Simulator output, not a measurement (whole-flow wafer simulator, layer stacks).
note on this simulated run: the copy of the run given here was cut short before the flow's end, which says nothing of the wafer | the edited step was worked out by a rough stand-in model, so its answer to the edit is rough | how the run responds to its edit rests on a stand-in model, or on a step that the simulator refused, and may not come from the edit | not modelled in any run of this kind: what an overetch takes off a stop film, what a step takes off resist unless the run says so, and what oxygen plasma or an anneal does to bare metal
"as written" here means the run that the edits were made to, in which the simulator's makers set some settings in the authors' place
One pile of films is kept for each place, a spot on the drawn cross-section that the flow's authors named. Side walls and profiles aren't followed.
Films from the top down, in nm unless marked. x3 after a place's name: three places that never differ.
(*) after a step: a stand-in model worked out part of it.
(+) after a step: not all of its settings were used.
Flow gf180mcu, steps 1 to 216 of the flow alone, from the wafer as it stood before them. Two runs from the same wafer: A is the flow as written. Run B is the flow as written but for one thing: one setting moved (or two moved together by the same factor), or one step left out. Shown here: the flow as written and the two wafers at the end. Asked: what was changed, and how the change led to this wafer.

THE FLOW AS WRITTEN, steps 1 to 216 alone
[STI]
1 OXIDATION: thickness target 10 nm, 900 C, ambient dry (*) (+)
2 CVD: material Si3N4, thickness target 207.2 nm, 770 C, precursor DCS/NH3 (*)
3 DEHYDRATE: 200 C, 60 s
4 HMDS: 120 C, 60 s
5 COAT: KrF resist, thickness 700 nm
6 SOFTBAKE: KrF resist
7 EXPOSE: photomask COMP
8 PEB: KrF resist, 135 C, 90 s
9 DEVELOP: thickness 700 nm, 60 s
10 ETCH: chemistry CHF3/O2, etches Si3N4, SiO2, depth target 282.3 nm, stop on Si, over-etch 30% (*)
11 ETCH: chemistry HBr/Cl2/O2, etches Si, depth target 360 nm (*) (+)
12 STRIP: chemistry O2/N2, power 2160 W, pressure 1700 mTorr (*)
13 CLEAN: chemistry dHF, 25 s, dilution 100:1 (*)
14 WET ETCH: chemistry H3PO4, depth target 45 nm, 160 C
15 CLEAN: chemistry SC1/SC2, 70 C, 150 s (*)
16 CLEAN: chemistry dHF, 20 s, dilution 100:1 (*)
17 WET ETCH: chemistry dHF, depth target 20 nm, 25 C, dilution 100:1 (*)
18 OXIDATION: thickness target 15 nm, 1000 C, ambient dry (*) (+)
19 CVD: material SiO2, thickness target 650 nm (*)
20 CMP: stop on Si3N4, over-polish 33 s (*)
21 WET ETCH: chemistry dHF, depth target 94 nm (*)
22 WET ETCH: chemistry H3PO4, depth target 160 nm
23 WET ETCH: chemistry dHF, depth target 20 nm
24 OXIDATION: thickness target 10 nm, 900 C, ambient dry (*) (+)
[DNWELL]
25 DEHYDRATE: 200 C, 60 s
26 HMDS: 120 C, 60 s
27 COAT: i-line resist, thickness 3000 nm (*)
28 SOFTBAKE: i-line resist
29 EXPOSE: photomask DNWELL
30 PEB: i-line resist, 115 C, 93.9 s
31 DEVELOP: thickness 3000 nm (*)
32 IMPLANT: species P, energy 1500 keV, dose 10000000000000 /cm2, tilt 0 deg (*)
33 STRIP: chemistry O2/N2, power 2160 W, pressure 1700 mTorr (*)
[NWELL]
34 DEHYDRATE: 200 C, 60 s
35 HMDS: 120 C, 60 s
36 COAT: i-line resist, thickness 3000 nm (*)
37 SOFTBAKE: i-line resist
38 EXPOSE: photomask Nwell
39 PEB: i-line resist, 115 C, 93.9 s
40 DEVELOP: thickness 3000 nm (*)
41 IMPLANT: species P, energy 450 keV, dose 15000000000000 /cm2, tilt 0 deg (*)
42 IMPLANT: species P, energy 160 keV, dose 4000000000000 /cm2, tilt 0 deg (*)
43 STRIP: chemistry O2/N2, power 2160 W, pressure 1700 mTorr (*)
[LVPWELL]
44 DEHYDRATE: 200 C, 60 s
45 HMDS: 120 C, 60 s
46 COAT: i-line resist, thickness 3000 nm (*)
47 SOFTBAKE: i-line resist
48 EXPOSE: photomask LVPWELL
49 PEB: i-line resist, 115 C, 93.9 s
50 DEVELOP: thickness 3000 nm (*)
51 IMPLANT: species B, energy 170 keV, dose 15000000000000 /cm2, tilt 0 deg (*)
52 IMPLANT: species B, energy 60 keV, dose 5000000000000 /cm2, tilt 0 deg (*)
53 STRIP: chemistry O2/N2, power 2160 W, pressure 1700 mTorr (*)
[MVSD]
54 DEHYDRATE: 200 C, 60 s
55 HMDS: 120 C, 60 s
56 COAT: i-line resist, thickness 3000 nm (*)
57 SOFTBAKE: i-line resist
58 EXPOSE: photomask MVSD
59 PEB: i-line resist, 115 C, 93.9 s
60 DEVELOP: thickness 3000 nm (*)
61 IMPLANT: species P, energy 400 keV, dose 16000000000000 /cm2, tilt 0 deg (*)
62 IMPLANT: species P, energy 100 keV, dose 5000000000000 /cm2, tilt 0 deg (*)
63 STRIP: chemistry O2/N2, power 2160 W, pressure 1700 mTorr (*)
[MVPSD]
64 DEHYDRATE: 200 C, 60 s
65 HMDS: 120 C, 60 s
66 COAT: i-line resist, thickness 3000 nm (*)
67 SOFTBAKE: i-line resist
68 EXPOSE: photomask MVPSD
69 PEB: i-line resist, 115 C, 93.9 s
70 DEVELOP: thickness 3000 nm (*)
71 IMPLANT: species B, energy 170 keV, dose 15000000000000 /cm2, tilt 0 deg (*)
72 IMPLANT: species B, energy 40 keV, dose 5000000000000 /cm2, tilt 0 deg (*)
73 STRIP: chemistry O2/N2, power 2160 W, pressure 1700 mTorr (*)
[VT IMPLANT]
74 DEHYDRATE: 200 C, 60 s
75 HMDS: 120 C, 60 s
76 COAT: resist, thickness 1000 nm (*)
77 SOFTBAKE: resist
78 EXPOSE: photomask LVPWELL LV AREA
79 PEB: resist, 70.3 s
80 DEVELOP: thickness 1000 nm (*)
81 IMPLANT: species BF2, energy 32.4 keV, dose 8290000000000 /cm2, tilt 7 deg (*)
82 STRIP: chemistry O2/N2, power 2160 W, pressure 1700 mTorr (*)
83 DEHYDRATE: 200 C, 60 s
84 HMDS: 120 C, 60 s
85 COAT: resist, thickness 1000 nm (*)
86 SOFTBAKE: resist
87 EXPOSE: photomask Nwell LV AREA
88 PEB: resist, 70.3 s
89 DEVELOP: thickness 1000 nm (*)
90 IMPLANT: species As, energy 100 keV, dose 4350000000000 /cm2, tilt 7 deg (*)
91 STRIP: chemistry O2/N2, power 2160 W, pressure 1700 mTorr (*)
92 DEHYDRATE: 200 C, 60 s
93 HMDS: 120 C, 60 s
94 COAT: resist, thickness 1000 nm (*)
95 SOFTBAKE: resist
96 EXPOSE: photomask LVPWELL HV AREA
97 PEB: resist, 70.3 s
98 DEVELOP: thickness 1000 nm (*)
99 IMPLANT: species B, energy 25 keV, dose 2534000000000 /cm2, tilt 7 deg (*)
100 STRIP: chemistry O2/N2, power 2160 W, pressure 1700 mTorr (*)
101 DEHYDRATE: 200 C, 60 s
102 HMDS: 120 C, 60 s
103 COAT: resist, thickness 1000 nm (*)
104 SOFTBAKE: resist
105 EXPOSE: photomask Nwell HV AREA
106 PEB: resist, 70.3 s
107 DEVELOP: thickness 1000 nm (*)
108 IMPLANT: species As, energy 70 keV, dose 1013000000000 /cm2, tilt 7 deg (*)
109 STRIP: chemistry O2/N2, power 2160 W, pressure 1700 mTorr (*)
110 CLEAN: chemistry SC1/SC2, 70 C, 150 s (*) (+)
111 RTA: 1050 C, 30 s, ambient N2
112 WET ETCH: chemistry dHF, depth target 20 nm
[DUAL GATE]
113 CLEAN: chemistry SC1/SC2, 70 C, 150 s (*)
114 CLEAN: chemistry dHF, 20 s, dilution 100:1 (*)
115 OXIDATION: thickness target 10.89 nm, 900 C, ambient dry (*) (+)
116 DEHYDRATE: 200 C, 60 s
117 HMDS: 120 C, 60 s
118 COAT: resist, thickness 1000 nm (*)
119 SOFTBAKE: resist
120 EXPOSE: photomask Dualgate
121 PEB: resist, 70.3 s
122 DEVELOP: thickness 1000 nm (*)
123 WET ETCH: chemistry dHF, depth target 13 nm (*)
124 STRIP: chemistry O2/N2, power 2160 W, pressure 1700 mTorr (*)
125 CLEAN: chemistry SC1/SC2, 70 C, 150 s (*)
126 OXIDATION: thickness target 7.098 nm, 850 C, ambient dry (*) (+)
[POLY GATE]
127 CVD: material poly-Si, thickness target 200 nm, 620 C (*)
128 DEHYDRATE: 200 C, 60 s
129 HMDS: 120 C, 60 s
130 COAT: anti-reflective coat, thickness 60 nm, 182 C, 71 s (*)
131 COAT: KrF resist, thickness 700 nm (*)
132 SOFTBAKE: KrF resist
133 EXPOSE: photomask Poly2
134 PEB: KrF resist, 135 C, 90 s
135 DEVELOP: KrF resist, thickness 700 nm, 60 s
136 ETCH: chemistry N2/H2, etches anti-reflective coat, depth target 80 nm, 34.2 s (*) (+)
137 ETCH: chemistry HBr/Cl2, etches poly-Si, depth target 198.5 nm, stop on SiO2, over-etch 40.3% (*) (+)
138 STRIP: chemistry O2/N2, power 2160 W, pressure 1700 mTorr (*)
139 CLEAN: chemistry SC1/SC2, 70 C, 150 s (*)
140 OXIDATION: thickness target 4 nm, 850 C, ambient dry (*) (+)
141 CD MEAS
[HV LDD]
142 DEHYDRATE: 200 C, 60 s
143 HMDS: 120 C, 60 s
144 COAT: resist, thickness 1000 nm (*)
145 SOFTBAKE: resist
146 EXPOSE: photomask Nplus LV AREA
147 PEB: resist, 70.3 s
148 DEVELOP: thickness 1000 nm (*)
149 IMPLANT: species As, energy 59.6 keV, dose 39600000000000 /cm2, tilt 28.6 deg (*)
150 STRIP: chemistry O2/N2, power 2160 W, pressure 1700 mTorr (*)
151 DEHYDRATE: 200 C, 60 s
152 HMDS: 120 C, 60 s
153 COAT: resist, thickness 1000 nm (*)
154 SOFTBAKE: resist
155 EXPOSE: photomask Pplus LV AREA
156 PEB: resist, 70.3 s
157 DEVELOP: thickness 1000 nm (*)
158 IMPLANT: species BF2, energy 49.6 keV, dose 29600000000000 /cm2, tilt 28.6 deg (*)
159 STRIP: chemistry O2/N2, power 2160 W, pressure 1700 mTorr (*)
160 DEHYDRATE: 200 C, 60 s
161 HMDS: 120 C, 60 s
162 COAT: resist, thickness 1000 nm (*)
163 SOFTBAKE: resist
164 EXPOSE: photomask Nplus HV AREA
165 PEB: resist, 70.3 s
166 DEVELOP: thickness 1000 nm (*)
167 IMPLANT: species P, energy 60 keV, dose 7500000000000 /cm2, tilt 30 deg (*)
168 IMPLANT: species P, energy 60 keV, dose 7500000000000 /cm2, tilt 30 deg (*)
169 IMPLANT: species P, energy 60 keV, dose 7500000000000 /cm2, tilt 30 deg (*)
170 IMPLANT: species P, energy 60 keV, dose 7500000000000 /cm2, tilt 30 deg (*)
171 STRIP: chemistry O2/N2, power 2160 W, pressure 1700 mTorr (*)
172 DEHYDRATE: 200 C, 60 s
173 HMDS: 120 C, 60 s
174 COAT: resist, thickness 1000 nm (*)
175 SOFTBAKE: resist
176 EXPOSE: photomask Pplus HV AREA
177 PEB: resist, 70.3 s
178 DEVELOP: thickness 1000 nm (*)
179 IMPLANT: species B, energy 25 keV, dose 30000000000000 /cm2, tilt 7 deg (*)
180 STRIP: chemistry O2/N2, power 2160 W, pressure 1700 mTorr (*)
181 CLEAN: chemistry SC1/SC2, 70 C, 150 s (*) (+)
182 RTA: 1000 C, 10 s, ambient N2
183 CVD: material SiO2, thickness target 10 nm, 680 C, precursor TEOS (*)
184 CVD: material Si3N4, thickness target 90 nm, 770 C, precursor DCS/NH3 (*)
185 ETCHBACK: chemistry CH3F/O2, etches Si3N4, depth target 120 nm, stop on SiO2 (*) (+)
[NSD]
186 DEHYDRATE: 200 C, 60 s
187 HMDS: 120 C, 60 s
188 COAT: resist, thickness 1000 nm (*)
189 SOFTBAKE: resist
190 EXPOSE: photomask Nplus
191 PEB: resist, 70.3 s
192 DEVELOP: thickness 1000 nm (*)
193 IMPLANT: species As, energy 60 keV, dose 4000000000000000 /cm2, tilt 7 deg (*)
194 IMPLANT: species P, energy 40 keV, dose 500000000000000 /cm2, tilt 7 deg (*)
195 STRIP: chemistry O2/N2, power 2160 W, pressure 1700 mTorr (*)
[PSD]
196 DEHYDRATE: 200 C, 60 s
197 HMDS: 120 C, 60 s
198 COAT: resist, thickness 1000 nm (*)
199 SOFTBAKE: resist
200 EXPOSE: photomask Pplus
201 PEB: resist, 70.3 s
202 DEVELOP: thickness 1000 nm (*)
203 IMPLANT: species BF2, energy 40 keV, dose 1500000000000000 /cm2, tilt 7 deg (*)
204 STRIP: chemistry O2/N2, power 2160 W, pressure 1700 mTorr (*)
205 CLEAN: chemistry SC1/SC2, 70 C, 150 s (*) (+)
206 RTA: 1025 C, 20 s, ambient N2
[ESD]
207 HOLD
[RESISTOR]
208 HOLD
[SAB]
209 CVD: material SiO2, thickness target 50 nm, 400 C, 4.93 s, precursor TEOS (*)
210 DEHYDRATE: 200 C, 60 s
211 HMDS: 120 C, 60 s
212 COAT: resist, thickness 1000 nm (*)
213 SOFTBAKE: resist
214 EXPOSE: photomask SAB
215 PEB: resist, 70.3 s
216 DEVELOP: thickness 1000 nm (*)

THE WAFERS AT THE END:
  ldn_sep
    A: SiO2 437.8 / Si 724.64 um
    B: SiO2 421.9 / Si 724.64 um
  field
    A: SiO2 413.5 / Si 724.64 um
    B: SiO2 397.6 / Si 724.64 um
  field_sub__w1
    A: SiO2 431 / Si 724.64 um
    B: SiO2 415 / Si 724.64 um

The cause: step 21, WET ETCH: depth target 110 nm was run, where the flow has depth target 94 nm.

How the change led to this, step by step:
  21 WET ETCH: chemistry dHF, depth target 94 nm (*)
      active, n_well, p_well and 40 more: A Si3N4 -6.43 | B Si3N4 -7.51
      field, field_sub, sti and 34 more: A SiO2 -94 | B SiO2 -110
  28 SOFTBAKE: i-line resist
      nw_enc_fld: A i-line resist -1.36 | B i-line resist +2.02
      field: A i-line resist +2.45 | B i-line resist +1.3
      (and at 47 more places)
  37 SOFTBAKE: i-line resist
      nw_enc_fld: A i-line resist -1.36 | B i-line resist +2.02
      field: A i-line resist +2.45 | B i-line resist +1.3
      (and at 47 more places)
  47 SOFTBAKE: i-line resist
      nw_enc_fld: A i-line resist -1.36 | B i-line resist +2.02
      field: A i-line resist +2.45 | B i-line resist +1.3
      (and at 47 more places)
  57 SOFTBAKE: i-line resist
      nw_enc_fld: A i-line resist -1.36 | B i-line resist +2.02
      field: A i-line resist +2.45 | B i-line resist +1.3
      (and at 47 more places)
  67 SOFTBAKE: i-line resist
      nw_enc_fld: A i-line resist -1.36 | B i-line resist +2.02
      field: A i-line resist +2.45 | B i-line resist +1.3
      (and at 47 more places)
  77 SOFTBAKE: resist
      field_sub__w2: A resist -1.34 | B resist -0.7
      contact: A resist -1.15 | B resist -0.6
      (and at 9 more places)
  86 SOFTBAKE: resist
      field_sub__w2: A resist -1.34 | B resist -0.7
      contact: A resist -1.15 | B resist -0.6
      (and at 9 more places)
  95 SOFTBAKE: resist
      field_sub__w2: A resist -1.34 | B resist -0.7
      contact: A resist -1.15 | B resist -0.6
      (and at 9 more places)
  104 SOFTBAKE: resist
      field_sub__w2: A resist -1.34 | B resist -0.7
      contact: A resist -1.15 | B resist -0.6
      (and at 9 more places)
  119 SOFTBAKE: resist
      field: A resist -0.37 | B resist +0.16
      field_sub: A resist -0.73 | B nothing
      (and at 10 more places)
  130 COAT: anti-reflective coat, thickness 60 nm, 182 C, 71 s (*)
      p_well, spacer, sd_n: A anti-reflective coat +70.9 (new film) | B anti-reflective coat +55.6 (new film)
      ldn_ch, ldp_ch: A anti-reflective coat +66.7 (new film) | B anti-reflective coat +61.3 (new film)
      (and at 75 more places)
  136 ETCH: chemistry N2/H2, etches anti-reflective coat, depth target 80 nm, 34.2 s (*) (+)
      p_well, spacer, sd_n: A anti-reflective coat -70.9 (all of it), poly-Si -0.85 | B anti-reflective coat -55.6 (all of it), poly-Si -1.24
      ldn_dft, ldp_dft: A anti-reflective coat -48.7 (all of it), poly-Si -1.42 | B anti-reflective coat -57.3 (all of it), poly-Si -1.2
      (and at 50 more places)
  138 STRIP: chemistry O2/N2, power 2160 W, pressure 1700 mTorr (*)
      gate: A chemical SiO2 +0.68 (new film), KrF resist -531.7 (all of it), anti-reflective coat -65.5 (all of it), poly-Si -0.3 | B chemical SiO2 +0.69 (new film), KrF resist -529.5 (all of it), anti-reflective coat -58.5 (all of it), poly-Si -0.3
      gate_hv: A chemical SiO2 +0.68 (new film), KrF resist -528.4 (all of it), anti-reflective coat -61 (all of it), poly-Si -0.3 | B chemical SiO2 +0.69 (new film), KrF resist -524.2 (all of it), anti-reflective coat -58.7 (all of it), poly-Si -0.3
      (and at 23 more places)
  144 COAT: resist, thickness 1000 nm (*)
      field__w6: A resist +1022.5 (new film) | B resist +1054.4 (new film)
  145 SOFTBAKE: resist
      field: A resist -0.3 | B resist +2.89
      nw_enc_fld_lv__w3: A resist +2.63 | B resist -1
      (and at 18 more places)
  ... 23 more steps ...
  213 SOFTBAKE: resist
      nw_enc_fld_lv__w3: A resist +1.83 | B resist -2.04
      iso_ptap_sub: A resist +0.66 | B resist -0.1
      (and at 17 more places)
